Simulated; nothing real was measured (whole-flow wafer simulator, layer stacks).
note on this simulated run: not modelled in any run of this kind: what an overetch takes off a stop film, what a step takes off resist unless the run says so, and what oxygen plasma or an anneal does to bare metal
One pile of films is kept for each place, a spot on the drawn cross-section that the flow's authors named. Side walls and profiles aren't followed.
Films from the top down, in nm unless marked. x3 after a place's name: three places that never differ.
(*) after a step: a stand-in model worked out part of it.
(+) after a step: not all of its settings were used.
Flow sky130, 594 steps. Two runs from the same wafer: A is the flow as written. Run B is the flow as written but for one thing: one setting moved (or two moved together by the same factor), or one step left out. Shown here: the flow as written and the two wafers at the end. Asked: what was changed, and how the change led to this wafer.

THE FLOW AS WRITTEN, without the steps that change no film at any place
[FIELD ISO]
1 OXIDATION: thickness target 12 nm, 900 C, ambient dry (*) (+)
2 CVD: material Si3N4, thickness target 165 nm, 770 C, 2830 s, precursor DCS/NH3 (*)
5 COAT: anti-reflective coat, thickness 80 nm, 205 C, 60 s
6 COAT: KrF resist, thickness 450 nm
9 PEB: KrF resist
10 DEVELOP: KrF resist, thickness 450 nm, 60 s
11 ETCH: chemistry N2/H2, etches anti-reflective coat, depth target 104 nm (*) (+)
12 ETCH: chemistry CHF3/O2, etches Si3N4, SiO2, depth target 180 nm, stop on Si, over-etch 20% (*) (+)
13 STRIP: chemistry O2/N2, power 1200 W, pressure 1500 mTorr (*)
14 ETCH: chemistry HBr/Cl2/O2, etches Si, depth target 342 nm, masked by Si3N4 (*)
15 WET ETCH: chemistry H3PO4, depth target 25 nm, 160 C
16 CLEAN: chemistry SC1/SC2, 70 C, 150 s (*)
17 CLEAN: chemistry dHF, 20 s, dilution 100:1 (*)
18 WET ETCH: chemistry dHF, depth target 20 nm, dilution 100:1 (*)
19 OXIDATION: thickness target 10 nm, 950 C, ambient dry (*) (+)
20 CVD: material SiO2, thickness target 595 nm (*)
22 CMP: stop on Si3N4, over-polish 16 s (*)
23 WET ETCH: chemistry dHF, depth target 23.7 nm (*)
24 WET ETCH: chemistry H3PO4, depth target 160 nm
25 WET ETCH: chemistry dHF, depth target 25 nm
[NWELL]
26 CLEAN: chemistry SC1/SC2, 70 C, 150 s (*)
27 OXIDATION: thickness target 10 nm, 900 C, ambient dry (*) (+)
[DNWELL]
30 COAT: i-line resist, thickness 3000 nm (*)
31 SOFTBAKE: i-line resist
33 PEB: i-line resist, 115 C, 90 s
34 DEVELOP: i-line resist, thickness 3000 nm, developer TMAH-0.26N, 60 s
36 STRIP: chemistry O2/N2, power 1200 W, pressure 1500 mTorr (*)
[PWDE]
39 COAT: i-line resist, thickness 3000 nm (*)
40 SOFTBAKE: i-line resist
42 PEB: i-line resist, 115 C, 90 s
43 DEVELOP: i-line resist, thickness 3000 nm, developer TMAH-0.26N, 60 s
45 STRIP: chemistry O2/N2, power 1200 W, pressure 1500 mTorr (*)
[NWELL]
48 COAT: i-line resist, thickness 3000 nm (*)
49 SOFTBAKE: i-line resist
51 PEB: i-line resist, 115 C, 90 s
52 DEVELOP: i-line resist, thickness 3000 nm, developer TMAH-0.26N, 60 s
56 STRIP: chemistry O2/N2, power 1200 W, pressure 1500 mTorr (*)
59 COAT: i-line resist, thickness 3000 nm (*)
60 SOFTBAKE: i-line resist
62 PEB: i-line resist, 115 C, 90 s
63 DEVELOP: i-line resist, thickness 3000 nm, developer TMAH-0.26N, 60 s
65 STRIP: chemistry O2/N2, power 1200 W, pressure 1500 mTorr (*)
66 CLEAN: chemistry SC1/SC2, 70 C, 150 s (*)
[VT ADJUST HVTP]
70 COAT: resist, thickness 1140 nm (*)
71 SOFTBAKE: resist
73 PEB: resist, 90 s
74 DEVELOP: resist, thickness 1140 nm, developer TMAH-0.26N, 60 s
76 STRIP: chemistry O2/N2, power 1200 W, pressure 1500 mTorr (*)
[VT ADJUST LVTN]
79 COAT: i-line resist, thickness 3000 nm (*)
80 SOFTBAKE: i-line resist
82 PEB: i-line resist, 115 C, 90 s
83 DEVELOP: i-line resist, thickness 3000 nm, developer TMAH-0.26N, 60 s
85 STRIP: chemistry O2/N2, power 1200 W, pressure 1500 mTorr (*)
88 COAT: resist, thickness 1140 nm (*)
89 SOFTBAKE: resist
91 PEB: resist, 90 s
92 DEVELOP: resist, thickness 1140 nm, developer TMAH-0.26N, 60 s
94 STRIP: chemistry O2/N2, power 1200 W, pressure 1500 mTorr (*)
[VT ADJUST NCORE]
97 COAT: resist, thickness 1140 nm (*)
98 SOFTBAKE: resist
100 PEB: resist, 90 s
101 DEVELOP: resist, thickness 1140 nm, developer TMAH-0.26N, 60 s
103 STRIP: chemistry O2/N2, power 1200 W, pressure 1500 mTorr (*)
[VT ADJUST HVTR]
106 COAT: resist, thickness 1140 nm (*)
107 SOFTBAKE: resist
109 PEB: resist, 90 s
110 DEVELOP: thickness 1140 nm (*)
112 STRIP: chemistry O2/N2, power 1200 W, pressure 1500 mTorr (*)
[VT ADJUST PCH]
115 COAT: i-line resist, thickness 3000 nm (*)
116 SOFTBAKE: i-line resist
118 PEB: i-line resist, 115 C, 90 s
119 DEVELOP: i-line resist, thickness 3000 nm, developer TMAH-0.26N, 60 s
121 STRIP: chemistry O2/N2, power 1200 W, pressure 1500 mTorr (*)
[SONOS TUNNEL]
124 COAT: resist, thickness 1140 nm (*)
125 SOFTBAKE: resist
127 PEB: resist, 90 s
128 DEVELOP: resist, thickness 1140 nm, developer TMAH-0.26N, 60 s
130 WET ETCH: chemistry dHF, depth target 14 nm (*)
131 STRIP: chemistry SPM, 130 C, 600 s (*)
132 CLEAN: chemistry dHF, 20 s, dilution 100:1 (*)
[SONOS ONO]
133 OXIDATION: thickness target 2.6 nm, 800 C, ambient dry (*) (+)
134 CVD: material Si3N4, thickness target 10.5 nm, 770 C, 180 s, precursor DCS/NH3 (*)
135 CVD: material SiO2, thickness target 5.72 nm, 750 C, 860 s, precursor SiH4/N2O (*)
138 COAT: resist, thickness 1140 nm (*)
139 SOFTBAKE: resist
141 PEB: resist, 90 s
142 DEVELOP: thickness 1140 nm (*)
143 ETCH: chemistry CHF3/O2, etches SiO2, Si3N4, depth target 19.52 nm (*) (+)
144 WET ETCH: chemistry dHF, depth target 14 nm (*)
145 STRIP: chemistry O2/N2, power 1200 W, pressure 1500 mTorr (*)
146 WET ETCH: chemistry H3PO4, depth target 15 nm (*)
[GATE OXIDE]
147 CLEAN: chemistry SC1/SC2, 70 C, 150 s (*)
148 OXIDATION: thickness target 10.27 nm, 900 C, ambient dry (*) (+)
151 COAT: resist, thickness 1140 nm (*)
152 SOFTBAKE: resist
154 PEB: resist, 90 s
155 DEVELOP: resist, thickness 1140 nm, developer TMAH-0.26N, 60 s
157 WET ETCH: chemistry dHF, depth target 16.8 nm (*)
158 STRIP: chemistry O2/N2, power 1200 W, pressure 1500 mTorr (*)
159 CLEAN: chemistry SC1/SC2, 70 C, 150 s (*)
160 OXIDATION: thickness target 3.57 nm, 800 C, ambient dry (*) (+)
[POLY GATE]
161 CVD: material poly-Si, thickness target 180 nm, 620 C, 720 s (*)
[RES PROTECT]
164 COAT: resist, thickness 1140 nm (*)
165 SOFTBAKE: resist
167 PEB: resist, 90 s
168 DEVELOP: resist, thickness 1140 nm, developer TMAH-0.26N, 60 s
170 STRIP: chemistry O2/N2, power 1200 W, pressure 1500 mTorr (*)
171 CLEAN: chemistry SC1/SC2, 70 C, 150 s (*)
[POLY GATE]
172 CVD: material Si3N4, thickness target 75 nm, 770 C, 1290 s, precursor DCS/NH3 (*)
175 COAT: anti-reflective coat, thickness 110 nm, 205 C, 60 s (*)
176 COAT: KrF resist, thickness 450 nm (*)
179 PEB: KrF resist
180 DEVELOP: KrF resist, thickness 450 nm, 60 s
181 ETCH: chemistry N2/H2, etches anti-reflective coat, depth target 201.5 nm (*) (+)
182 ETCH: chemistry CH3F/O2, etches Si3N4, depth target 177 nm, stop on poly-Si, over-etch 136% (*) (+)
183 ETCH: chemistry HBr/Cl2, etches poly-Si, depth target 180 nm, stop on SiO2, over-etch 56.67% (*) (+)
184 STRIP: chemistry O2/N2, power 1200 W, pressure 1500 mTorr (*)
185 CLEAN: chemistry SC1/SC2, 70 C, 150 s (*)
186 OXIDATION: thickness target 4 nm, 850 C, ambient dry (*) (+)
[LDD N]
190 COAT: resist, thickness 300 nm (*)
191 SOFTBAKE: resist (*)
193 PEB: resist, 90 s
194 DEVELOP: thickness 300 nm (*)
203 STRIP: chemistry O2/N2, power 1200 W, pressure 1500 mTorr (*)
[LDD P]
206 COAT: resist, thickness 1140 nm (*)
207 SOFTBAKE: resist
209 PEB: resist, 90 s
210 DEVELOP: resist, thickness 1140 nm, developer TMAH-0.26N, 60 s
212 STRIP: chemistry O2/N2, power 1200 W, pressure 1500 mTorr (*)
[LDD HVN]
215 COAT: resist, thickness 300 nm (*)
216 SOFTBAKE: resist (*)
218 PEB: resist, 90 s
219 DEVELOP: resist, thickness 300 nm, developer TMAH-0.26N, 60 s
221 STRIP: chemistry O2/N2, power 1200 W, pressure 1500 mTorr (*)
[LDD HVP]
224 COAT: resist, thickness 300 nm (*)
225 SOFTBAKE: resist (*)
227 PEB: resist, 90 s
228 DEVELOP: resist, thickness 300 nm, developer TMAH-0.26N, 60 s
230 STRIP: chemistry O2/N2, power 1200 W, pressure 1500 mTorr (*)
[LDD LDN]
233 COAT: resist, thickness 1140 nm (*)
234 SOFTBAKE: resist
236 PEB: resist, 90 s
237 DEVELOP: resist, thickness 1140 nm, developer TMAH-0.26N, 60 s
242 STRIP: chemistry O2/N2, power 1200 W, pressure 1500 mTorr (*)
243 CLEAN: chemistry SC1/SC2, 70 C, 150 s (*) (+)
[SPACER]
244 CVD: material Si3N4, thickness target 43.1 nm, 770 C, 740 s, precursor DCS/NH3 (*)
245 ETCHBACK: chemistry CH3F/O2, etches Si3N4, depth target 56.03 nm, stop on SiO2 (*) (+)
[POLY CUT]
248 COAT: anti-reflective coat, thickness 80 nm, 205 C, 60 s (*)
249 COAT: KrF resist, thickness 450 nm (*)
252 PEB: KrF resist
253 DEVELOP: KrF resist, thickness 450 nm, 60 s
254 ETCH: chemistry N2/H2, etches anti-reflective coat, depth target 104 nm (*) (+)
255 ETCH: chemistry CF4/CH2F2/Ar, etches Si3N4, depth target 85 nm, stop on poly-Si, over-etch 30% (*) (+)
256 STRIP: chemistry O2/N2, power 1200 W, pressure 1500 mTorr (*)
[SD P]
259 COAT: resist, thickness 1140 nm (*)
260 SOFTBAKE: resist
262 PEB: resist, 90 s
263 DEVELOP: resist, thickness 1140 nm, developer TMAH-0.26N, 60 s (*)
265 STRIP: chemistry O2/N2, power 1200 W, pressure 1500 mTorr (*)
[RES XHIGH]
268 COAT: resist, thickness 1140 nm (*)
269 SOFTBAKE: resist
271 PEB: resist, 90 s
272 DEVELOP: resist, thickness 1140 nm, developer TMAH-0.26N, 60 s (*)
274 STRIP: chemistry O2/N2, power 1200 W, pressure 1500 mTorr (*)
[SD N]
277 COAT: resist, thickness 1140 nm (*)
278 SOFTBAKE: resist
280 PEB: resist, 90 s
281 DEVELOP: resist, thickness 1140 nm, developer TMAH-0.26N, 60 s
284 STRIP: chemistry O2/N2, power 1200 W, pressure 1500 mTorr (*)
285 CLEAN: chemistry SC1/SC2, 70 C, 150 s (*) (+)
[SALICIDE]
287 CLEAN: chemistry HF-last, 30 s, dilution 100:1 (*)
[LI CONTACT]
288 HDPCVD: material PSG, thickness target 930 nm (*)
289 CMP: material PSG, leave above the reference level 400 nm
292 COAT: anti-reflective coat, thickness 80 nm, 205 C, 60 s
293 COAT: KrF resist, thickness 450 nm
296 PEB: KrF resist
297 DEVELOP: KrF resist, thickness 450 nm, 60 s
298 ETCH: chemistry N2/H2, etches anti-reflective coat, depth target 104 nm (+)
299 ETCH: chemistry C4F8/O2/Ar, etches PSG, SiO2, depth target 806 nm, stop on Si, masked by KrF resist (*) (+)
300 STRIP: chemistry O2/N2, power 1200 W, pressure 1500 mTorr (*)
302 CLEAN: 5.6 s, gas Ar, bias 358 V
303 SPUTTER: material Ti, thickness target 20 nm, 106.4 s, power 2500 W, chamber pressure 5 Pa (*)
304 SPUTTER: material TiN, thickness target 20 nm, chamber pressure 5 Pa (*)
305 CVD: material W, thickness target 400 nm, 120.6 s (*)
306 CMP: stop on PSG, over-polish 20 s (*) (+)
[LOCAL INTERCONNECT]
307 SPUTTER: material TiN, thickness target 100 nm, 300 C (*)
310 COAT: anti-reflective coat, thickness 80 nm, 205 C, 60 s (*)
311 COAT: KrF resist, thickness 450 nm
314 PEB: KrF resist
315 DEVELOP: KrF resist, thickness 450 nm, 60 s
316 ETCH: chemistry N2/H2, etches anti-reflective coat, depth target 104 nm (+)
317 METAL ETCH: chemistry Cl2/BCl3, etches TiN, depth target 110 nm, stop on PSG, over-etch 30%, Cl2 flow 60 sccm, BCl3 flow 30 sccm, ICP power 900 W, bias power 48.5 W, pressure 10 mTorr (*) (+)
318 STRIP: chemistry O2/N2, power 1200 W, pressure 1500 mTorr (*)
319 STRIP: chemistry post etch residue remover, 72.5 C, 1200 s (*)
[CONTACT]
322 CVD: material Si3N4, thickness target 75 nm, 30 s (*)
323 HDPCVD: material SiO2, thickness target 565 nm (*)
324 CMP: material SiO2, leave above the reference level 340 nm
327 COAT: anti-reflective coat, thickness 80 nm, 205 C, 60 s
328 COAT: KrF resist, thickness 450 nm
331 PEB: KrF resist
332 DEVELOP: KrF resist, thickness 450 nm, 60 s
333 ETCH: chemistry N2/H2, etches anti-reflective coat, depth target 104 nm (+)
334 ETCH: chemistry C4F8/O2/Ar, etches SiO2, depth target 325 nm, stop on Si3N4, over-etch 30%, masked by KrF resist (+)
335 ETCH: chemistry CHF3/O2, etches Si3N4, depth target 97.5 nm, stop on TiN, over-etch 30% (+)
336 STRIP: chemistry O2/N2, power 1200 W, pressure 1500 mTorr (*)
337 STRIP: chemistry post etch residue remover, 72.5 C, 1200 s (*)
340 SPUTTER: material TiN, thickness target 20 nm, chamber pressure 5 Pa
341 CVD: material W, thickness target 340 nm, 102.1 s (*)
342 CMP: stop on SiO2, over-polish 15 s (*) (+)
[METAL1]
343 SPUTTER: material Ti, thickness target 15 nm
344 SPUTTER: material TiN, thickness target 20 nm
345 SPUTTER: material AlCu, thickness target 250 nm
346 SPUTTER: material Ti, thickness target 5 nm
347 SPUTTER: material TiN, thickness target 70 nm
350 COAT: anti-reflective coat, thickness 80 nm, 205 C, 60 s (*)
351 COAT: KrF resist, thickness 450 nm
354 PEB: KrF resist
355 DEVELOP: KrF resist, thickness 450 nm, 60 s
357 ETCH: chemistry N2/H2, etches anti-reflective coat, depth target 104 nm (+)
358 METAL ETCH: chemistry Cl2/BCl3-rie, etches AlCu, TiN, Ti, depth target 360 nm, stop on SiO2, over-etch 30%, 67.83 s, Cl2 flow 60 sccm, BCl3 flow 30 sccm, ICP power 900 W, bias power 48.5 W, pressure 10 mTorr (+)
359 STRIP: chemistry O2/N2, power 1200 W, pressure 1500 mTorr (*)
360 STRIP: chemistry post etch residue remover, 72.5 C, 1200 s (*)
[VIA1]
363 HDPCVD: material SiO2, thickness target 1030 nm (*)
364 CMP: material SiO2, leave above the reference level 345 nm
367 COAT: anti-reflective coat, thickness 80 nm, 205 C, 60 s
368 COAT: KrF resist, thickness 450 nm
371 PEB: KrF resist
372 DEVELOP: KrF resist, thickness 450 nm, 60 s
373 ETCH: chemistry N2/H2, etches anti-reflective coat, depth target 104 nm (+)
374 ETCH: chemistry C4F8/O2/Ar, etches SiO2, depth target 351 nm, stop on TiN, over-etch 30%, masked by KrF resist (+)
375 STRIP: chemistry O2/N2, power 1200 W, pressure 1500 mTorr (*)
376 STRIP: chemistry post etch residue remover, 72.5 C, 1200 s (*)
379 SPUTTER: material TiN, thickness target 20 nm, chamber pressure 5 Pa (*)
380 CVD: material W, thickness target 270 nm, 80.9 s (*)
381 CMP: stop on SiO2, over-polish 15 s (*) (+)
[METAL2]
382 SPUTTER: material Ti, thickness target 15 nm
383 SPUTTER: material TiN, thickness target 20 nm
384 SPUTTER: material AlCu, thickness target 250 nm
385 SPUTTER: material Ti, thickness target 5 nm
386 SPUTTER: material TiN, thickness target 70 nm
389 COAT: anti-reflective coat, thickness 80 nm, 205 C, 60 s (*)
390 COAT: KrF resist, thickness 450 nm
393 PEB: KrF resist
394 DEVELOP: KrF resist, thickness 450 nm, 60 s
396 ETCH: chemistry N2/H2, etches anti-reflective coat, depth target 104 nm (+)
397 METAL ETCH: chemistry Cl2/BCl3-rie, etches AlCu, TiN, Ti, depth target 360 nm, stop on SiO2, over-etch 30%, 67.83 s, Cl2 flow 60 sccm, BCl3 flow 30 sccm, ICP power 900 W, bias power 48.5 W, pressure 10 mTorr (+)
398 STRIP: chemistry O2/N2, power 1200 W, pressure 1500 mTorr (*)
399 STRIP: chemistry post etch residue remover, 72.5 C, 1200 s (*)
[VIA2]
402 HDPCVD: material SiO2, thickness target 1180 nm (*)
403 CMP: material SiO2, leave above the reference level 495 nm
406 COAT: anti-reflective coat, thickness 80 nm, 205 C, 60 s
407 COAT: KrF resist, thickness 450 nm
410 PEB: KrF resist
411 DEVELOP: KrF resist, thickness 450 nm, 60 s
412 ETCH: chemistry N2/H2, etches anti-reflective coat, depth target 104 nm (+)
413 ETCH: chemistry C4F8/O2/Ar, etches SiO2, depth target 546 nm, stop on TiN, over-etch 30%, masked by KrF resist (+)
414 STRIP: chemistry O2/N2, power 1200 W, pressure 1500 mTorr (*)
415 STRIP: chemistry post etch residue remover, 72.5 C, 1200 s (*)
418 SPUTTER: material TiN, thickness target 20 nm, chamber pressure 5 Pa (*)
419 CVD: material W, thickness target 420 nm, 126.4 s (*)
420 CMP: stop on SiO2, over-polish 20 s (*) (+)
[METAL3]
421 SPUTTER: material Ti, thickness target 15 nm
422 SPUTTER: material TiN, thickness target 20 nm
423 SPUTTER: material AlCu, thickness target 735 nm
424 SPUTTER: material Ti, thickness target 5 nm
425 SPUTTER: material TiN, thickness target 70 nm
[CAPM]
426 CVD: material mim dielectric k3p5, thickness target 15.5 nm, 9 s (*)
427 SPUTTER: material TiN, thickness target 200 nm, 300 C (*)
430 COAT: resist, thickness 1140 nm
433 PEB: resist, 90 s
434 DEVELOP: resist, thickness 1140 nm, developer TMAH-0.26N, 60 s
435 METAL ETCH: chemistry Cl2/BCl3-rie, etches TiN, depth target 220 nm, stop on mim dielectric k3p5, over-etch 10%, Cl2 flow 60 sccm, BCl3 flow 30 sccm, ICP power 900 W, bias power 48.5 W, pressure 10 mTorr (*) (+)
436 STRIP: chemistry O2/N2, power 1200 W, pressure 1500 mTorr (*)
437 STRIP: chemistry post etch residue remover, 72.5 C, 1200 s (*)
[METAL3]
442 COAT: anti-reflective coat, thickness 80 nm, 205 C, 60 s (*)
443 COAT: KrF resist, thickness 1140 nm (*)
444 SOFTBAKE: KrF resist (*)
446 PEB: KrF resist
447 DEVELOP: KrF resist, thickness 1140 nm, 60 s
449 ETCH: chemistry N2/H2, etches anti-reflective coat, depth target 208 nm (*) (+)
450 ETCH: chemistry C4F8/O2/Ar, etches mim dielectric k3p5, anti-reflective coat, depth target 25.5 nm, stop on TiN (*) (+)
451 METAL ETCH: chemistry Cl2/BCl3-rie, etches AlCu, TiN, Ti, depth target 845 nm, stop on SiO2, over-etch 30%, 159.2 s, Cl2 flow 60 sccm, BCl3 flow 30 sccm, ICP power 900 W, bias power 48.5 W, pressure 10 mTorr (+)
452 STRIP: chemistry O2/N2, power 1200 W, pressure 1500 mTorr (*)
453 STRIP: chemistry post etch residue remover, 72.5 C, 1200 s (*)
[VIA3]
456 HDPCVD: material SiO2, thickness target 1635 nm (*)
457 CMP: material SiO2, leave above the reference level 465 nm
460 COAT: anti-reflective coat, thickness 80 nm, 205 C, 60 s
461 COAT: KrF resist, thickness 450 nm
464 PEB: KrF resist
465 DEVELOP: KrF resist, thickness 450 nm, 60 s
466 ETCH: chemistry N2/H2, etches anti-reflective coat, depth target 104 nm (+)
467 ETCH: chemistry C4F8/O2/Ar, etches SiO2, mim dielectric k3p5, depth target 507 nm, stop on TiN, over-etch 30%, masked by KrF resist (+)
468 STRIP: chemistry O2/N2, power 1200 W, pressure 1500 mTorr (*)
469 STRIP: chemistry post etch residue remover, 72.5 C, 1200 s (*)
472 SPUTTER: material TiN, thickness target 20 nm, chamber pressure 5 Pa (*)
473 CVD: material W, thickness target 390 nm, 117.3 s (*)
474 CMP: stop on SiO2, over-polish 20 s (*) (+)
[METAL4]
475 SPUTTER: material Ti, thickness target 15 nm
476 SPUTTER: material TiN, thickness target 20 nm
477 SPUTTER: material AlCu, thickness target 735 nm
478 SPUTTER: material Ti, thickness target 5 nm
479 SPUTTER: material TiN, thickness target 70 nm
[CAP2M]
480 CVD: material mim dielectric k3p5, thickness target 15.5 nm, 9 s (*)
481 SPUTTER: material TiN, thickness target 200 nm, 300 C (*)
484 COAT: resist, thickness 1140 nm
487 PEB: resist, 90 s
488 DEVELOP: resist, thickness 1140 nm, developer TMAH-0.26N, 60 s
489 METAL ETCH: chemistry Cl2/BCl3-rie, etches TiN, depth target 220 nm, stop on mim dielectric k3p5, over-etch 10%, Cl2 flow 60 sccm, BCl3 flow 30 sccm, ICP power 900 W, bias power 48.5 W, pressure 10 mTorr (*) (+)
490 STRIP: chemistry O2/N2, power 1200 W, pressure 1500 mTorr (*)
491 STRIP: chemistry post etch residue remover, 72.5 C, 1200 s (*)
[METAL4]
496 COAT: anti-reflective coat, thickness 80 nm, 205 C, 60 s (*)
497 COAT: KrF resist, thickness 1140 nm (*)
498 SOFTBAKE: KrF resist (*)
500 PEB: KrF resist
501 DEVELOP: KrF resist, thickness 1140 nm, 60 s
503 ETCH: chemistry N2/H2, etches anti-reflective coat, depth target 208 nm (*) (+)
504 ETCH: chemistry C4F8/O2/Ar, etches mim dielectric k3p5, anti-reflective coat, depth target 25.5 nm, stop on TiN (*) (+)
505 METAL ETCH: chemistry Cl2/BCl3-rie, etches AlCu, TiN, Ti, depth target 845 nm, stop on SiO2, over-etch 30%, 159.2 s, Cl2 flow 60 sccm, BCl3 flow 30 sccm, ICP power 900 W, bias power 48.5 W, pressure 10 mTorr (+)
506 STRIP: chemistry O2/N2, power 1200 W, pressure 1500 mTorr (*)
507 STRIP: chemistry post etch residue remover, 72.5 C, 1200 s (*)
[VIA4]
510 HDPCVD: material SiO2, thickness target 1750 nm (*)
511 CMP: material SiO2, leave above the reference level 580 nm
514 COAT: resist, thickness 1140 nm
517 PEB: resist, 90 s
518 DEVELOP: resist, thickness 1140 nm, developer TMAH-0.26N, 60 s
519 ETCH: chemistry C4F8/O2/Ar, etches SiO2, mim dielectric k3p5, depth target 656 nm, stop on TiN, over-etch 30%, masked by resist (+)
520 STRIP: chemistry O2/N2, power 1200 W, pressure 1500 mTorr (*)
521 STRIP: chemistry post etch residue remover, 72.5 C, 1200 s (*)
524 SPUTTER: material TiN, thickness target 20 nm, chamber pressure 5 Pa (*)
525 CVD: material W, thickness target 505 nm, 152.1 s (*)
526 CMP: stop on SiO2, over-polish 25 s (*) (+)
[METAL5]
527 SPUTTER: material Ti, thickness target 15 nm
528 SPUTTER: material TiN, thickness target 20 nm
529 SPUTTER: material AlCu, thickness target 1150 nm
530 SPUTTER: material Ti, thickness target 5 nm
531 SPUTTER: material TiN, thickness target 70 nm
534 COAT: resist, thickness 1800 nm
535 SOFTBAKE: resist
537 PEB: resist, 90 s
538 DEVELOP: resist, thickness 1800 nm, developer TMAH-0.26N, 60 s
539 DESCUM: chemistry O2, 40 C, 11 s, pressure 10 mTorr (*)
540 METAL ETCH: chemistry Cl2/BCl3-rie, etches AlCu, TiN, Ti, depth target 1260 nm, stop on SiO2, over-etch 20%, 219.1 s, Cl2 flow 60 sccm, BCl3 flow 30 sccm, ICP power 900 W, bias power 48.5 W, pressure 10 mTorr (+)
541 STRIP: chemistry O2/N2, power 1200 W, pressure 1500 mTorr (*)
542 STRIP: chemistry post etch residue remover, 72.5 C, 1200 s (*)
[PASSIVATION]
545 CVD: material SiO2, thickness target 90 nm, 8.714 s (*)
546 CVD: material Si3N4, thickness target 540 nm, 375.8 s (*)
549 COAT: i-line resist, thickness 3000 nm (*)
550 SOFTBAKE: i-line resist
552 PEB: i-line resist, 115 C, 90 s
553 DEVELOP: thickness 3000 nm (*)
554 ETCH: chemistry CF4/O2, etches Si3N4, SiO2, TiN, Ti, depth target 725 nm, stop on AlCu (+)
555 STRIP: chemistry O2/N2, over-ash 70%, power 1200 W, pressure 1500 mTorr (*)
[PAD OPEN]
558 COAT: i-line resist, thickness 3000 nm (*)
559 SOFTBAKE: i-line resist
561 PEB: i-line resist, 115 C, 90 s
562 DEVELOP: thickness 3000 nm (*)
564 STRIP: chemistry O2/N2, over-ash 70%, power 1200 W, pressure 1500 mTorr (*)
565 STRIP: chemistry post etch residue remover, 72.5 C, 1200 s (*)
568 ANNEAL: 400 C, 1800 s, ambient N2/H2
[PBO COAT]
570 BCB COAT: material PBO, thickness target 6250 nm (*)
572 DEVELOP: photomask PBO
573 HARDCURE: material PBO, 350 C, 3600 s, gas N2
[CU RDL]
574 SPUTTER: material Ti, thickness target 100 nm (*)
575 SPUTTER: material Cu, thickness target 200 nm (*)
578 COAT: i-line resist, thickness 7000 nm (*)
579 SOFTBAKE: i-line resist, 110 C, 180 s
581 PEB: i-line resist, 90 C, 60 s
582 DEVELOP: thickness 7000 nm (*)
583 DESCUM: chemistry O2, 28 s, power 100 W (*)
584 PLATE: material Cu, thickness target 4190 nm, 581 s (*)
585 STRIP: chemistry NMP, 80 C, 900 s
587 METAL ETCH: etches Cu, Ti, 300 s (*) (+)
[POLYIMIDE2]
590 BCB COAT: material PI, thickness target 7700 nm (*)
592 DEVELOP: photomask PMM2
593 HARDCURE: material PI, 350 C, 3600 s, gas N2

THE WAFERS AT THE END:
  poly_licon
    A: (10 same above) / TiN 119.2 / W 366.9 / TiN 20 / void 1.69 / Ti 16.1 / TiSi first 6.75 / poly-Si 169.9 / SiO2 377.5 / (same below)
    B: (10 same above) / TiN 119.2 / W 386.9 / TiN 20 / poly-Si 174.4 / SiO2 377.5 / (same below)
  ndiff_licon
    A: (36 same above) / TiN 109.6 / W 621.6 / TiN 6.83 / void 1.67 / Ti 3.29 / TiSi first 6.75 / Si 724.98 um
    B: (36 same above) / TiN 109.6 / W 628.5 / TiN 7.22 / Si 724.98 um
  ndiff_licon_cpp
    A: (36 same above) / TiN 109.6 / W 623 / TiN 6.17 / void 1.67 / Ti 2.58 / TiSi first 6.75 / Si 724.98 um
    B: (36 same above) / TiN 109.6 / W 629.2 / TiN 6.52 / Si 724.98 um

The cause: step 303, SPUTTER: material Ti, thickness target 20 nm, 106.4 s, power 2500 W, chamber pressure 5 Pa (*), was left out.

How the change led to this, step by step:
  306 CMP: stop on PSG, over-polish 20 s (*) (+)
      field, active, n_well and 184 more: A W -400 (all of it), TiN -20 (all of it), Ti -20 (all of it), PSG -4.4 | B W -400 (all of it), TiN -20 (all of it), PSG -4.4
      ndiff_licon, ndiff_licon_cpp, rpo_hd_licon: A W -444.9 | B W -424.9
      (and at 1 more place)
  568 ANNEAL: 400 C, 1800 s, ambient N2/H2
      poly_licon, rpo_hd_licon: A under 11 films: void +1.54 (new film), Ti -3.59, TiSi first +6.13 (new film), poly-Si -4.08 | B nothing
      ndiff_licon, ndiff_licon_cpp: A under 37 films: void +1.52 (new film), Ti -3.59, TiSi first +6.13 (new film), Si -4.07 | B nothing
Counting metal films that touch as one body, poly_licon has 1 body; the flow as written gives 2 bodies (between them, from the top down: void 1.69).
Counting metal films that touch as one body, ndiff_licon has 5 bodies (between them, from the top down: SiO2 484 / mim dielectric k3p5 15.5; SiO2 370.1 / mim dielectric k3p5 15.5; SiO2 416; SiO2 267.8); the flow as written gives 6 bodies (between them, from the top down: SiO2 484 / mim dielectric k3p5 15.5; SiO2 370.1 / mim dielectric k3p5 15.5; SiO2 416; SiO2 267.8; void 1.67).
Counting metal films that touch as one body, ndiff_licon_cpp has 5 bodies (between them, from the top down: SiO2 484 / mim dielectric k3p5 15.5; SiO2 370.1 / mim dielectric k3p5 15.5; SiO2 416; SiO2 267.8); the flow as written gives 6 bodies (between them, from the top down: SiO2 484 / mim dielectric k3p5 15.5; SiO2 370.1 / mim dielectric k3p5 15.5; SiO2 416; SiO2 267.8; void 1.67).
